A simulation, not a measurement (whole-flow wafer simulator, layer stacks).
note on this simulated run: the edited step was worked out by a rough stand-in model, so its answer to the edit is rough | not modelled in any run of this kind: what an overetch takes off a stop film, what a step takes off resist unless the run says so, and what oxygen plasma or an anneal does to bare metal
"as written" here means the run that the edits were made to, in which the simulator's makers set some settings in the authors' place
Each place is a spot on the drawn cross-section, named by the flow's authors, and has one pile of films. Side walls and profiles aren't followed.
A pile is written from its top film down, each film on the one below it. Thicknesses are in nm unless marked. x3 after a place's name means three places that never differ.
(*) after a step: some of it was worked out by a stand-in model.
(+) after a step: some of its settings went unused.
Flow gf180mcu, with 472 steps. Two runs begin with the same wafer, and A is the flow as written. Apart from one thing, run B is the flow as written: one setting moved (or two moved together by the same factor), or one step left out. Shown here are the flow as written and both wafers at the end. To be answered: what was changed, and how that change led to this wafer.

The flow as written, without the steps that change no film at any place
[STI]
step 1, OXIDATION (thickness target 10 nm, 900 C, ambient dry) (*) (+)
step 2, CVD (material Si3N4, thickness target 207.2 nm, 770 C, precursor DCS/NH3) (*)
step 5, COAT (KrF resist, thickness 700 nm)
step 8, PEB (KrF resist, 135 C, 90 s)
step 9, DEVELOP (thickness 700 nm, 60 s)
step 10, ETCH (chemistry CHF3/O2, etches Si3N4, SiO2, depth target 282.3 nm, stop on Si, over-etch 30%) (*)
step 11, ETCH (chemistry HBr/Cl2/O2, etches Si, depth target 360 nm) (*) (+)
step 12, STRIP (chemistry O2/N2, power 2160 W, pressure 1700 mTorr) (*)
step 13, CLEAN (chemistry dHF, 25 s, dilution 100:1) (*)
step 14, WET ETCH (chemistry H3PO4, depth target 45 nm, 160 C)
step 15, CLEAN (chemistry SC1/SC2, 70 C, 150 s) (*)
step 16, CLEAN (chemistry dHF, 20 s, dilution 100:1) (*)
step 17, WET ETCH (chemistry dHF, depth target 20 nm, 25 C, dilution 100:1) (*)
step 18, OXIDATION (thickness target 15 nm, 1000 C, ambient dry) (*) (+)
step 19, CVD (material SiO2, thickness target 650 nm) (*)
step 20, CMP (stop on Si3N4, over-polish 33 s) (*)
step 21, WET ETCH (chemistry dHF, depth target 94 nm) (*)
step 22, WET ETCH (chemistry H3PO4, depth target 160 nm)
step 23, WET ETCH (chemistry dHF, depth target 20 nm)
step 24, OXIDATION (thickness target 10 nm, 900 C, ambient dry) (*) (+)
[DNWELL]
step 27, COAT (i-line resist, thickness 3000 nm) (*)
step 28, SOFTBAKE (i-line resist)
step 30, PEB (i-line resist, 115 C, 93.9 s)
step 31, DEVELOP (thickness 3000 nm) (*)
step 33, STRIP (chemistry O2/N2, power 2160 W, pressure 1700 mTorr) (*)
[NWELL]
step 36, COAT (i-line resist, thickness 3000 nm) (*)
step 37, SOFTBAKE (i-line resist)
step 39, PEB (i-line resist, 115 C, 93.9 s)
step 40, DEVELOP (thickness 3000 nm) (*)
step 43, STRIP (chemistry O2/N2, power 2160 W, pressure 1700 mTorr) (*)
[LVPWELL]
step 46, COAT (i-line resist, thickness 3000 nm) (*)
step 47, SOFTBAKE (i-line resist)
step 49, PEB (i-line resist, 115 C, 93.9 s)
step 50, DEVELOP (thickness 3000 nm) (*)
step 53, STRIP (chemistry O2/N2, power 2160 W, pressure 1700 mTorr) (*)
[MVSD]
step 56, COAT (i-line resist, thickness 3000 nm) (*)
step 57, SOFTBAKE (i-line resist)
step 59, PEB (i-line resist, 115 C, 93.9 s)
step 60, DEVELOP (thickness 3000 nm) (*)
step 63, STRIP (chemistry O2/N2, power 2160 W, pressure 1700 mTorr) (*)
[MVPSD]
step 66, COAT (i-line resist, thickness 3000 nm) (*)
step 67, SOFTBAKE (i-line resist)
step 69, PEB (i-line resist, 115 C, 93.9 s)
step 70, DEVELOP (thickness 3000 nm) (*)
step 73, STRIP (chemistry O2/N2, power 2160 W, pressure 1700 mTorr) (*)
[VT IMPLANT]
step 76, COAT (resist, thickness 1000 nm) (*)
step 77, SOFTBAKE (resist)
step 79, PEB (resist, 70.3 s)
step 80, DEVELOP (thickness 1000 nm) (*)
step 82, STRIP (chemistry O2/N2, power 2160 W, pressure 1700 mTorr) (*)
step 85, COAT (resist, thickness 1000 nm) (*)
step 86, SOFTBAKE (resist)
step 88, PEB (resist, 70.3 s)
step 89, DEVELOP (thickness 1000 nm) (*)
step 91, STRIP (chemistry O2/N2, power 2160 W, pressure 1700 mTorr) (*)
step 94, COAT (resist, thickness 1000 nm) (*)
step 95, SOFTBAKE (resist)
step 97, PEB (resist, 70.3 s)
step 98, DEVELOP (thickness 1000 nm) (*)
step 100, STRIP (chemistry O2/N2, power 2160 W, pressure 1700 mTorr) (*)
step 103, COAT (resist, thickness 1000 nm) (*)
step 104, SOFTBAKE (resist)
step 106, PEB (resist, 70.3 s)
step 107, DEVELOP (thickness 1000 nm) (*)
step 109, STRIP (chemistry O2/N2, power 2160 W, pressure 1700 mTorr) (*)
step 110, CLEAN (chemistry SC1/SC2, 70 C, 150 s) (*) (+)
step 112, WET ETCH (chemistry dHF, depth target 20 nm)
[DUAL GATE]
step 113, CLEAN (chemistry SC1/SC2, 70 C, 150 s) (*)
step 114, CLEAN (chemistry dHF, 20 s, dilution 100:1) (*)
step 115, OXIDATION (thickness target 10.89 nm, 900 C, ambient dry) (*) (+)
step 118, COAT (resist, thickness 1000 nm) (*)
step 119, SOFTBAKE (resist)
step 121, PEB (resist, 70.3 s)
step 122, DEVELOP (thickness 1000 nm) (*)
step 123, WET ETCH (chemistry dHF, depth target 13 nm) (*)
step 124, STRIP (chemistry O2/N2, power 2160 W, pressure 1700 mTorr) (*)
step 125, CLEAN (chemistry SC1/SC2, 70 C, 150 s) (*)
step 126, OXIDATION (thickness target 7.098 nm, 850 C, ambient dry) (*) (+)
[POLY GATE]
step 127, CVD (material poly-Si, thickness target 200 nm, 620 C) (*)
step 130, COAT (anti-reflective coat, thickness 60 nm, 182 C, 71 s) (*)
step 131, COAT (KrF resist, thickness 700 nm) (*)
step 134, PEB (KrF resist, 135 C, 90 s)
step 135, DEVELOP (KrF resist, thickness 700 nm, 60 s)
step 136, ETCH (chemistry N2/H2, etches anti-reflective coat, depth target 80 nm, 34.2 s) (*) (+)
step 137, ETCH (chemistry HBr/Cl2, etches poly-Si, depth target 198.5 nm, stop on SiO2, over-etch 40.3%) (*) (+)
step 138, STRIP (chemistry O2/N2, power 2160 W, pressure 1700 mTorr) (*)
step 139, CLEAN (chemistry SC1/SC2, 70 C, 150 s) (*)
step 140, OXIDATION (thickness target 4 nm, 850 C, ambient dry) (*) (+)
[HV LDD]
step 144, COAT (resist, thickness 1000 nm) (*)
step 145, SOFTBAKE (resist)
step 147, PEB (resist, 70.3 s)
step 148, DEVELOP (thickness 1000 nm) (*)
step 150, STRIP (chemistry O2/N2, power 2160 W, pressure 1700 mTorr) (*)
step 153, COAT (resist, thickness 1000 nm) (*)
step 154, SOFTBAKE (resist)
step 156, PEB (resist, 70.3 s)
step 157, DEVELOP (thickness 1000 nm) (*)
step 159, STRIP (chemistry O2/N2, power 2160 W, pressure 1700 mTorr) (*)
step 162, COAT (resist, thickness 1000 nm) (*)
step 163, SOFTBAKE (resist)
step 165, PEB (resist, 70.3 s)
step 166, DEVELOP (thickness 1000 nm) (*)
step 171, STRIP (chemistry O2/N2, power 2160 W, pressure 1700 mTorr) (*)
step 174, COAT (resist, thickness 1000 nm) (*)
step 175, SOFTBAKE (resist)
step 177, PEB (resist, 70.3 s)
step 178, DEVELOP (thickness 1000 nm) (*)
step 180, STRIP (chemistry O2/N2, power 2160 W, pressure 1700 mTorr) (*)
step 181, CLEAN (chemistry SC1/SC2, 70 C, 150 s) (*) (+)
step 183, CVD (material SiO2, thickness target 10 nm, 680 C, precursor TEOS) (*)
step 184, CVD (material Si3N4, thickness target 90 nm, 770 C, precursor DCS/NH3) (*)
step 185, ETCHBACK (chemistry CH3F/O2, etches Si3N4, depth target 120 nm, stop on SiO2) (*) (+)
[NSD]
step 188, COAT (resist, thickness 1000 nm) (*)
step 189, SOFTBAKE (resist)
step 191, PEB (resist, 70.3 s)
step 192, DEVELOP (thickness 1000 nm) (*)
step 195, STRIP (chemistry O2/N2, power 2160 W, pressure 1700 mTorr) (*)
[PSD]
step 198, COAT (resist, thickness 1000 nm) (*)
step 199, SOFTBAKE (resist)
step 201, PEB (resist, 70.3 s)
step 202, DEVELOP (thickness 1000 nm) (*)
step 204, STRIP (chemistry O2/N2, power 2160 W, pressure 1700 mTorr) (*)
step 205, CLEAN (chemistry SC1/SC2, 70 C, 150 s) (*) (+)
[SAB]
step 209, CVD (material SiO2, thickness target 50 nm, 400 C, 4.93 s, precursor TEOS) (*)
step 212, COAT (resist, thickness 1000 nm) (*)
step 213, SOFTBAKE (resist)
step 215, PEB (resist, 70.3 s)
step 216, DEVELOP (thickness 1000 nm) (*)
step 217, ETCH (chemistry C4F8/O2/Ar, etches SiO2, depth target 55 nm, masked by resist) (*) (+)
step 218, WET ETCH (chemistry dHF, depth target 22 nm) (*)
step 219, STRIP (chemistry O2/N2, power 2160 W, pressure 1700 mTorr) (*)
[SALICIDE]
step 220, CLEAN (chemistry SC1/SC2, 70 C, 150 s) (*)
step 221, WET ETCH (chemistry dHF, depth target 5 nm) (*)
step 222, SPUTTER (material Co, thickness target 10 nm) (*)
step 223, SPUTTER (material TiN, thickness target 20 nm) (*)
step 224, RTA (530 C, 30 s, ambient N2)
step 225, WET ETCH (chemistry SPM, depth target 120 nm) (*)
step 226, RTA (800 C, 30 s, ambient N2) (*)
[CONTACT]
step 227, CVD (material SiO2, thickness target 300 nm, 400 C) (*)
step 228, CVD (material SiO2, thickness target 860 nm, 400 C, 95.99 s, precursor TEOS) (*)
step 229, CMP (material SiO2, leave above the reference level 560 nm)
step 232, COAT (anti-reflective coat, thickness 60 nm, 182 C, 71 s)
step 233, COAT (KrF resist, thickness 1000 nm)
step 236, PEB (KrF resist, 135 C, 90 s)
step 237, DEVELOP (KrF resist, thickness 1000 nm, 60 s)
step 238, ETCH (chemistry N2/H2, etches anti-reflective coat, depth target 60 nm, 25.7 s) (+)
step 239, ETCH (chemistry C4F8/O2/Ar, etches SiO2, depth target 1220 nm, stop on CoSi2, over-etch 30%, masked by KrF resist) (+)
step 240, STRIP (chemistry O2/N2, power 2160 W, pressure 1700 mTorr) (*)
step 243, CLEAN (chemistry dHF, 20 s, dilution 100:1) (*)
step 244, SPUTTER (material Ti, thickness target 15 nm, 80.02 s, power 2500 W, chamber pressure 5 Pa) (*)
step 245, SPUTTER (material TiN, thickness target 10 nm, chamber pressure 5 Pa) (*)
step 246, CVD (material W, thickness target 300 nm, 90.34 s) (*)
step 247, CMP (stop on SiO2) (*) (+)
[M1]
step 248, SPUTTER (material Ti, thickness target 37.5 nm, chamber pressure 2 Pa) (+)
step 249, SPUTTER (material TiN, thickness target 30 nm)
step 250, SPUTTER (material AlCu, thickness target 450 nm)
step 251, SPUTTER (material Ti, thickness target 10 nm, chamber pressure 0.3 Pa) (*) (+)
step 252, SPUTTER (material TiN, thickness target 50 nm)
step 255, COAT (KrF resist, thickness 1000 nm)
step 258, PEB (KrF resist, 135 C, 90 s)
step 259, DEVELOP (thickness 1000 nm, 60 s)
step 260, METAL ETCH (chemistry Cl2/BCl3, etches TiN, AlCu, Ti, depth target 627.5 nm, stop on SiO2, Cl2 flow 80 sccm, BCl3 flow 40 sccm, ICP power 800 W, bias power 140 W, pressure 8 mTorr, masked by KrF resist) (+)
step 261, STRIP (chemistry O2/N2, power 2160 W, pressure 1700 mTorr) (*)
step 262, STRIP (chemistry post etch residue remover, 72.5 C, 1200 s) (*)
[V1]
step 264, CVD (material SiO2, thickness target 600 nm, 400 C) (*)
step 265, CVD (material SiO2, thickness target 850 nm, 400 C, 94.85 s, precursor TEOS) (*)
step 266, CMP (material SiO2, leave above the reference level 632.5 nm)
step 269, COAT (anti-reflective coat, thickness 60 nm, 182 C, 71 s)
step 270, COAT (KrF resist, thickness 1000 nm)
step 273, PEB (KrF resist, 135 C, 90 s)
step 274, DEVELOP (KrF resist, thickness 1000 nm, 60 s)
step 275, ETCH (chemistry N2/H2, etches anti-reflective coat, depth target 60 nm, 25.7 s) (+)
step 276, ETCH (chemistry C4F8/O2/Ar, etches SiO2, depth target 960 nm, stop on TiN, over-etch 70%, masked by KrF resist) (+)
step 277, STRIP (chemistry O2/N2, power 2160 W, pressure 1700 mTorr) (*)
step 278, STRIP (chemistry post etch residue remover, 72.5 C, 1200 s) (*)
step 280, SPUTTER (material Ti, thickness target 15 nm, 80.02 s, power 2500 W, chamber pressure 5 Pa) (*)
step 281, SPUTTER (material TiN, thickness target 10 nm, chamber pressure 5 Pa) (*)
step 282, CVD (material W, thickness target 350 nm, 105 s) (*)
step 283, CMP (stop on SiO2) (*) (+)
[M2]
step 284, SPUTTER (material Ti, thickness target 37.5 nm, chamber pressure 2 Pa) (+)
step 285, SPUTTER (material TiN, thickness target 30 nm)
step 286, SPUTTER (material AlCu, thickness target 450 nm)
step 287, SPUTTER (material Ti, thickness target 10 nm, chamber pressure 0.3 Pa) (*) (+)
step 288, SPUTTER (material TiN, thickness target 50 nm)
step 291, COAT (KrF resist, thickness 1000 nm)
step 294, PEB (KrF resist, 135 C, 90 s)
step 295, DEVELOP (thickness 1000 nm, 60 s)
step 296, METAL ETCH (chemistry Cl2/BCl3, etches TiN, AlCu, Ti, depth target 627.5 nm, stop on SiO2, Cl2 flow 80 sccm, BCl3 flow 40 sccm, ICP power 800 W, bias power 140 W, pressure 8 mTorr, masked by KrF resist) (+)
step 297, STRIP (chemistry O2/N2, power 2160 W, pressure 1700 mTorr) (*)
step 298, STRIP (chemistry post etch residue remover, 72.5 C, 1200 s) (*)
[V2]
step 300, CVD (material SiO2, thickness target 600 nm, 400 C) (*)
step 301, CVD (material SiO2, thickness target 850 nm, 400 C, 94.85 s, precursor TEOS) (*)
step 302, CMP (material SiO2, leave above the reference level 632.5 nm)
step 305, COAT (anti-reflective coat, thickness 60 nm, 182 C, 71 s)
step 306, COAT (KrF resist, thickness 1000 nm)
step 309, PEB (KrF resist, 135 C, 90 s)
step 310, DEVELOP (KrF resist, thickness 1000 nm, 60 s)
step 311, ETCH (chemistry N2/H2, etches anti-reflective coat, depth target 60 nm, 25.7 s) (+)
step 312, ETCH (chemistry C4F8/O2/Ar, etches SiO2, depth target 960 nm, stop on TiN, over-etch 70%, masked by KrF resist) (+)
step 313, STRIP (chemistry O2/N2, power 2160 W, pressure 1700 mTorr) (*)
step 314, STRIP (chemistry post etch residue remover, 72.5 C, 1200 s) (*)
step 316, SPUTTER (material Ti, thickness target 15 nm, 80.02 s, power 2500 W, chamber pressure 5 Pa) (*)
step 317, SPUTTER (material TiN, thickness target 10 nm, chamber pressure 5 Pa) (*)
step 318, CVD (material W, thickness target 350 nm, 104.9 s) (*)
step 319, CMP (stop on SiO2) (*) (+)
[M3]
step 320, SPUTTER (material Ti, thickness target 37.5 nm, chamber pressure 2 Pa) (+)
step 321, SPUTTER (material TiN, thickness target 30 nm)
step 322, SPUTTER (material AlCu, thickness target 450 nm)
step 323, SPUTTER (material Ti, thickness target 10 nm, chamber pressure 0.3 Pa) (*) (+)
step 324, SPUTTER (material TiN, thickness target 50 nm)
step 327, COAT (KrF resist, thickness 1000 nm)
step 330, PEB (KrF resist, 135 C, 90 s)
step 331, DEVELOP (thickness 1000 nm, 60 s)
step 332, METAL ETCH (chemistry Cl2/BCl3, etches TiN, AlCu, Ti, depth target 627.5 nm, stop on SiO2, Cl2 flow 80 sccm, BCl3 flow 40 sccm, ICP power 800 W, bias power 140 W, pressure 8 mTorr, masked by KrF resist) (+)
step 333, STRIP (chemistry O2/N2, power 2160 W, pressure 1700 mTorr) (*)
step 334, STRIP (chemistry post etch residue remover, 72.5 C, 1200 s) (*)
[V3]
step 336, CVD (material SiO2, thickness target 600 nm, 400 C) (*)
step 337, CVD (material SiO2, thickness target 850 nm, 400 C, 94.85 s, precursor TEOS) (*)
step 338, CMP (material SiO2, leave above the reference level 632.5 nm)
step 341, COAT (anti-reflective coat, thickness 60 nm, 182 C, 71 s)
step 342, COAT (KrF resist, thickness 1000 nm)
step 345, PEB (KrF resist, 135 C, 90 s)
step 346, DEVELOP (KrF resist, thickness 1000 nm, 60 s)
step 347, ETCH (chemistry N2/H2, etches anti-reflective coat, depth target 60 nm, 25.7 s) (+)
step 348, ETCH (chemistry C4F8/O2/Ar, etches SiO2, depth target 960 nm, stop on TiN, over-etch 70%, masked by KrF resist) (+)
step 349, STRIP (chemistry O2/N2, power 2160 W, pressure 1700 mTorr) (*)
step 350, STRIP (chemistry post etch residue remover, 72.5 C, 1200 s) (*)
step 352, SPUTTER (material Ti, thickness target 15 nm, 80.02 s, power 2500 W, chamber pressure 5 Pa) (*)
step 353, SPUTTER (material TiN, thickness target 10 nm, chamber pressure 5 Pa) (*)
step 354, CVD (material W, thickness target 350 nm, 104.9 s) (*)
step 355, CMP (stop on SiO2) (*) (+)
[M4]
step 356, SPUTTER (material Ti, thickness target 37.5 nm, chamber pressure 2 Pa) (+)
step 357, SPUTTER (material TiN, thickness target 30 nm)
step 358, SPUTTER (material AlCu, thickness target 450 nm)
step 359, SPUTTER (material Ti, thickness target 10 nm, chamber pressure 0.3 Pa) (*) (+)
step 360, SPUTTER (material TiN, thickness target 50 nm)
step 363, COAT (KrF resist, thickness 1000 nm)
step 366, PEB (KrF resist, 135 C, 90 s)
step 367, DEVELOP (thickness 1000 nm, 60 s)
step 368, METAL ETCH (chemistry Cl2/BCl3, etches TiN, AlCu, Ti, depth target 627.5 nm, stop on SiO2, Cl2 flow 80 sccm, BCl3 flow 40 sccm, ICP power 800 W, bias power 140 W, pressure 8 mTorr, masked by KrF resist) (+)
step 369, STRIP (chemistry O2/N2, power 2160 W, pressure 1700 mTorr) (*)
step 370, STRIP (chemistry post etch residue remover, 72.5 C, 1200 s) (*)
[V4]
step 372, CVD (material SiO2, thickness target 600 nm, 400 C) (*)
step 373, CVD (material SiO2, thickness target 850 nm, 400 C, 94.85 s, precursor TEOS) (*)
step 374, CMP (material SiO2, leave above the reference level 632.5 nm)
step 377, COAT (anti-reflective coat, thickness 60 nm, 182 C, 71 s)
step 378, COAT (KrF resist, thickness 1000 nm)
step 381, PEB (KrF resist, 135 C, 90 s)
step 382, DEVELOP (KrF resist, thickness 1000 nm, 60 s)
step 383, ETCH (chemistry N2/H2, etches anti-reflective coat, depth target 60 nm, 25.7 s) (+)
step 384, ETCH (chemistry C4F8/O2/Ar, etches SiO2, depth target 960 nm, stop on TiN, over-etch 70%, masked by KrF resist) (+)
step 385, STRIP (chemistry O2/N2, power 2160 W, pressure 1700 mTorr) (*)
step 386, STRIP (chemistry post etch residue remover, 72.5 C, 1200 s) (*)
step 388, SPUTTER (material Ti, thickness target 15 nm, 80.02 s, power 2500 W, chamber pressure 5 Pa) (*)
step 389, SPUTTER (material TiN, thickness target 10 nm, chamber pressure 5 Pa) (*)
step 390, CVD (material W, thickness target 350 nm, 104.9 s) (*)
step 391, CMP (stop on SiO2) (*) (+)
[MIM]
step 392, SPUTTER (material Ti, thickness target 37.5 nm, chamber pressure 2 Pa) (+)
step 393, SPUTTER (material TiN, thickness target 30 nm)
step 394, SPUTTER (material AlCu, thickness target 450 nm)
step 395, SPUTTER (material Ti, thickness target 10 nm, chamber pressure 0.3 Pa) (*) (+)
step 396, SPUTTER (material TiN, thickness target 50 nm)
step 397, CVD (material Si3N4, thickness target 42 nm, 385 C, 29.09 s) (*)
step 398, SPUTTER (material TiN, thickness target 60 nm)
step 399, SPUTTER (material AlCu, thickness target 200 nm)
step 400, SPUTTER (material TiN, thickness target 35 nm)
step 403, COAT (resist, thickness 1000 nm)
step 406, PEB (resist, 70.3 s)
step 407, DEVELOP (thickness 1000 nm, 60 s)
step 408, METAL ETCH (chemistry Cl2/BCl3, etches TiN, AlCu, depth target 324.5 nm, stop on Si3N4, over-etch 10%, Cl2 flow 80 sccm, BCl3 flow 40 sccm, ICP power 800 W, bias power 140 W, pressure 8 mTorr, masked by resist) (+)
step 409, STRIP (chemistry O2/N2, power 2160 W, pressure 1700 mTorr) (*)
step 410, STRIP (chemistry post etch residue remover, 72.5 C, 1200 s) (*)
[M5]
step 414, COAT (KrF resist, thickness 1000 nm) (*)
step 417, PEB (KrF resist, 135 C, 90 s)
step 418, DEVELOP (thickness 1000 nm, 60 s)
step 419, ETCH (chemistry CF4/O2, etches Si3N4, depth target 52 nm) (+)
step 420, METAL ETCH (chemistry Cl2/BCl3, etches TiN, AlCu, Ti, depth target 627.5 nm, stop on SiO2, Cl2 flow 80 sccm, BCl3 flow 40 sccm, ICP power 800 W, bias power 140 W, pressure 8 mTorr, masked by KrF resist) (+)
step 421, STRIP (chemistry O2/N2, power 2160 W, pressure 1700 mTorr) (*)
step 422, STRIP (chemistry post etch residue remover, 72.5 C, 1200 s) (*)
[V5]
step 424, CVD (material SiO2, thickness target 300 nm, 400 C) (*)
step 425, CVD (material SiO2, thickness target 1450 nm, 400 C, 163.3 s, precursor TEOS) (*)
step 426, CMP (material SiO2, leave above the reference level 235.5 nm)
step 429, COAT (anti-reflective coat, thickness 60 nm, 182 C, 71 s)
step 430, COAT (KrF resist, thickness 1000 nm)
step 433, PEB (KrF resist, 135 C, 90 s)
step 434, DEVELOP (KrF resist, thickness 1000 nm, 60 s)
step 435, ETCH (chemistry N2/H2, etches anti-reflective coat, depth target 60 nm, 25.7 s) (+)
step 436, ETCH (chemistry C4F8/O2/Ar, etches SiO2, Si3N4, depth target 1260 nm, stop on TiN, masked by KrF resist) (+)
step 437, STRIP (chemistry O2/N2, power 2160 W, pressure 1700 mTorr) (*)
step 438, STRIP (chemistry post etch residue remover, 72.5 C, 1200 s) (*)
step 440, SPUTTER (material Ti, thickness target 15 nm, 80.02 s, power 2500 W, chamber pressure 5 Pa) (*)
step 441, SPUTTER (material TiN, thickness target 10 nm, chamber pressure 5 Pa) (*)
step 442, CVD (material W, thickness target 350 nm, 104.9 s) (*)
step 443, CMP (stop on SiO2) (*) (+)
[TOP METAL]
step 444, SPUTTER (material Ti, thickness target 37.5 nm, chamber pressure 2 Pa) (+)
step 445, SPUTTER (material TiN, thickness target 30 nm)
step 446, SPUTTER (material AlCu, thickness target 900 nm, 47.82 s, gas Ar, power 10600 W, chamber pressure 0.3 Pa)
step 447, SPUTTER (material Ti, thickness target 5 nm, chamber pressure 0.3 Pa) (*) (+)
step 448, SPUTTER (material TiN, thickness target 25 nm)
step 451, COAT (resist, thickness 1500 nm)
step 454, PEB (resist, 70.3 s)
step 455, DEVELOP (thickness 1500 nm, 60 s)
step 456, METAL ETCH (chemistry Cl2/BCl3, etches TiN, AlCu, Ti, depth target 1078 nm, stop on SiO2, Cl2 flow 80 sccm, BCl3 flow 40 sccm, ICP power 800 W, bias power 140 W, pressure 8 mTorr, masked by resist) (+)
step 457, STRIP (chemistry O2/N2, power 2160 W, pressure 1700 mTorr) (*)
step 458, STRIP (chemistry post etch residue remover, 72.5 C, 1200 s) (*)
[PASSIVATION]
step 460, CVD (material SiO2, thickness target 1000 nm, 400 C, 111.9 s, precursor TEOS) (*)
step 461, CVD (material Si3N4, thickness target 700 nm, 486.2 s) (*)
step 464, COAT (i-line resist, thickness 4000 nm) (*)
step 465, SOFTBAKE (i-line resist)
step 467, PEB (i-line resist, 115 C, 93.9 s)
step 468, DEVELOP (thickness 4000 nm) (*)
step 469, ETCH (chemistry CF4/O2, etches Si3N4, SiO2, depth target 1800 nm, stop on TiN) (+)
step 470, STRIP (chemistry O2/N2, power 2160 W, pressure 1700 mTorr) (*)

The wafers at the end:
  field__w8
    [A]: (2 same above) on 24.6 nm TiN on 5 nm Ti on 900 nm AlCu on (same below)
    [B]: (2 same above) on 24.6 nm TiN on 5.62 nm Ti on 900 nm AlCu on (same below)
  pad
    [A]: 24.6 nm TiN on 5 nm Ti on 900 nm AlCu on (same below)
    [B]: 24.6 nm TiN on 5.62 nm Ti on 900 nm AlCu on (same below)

What caused this: step 447, SPUTTER: thickness target 5.62 nm was run, though the flow has thickness target 5 nm.
The wafer lets one read it off: field__w8 has Ti 5.62, and step 447 as written asks for 5 nm.

How this came from the change, step by step:
  step 447, SPUTTER (material Ti, thickness target 5 nm, chamber pressure 0.3 Pa) (*) (+)
      field, field__w1, field__w2 and 109 more: A Ti gains 5 (new film) | B Ti gains 5.62 (new film)
  step 456, METAL ETCH (chemistry Cl2/BCl3, etches TiN, AlCu, Ti, depth target 1078 nm, stop on SiO2, Cl2 flow 80 sccm, BCl3 flow 40 sccm, ICP power 800 W, bias power 140 W, pressure 8 mTorr, masked by resist) (+)
      field, field__w1, field__w2 and 103 more: A TiN loses 25 (all of it), Ti loses 5 (all of it), AlCu loses 900 (all of it), TiN loses 30 (all of it), Ti loses 37.5 (all of it) | B TiN loses 25 (all of it), Ti loses 5.62 (all of it), AlCu loses 900 (all of it), TiN loses 30 (all of it), Ti loses 37.5 (all of it)
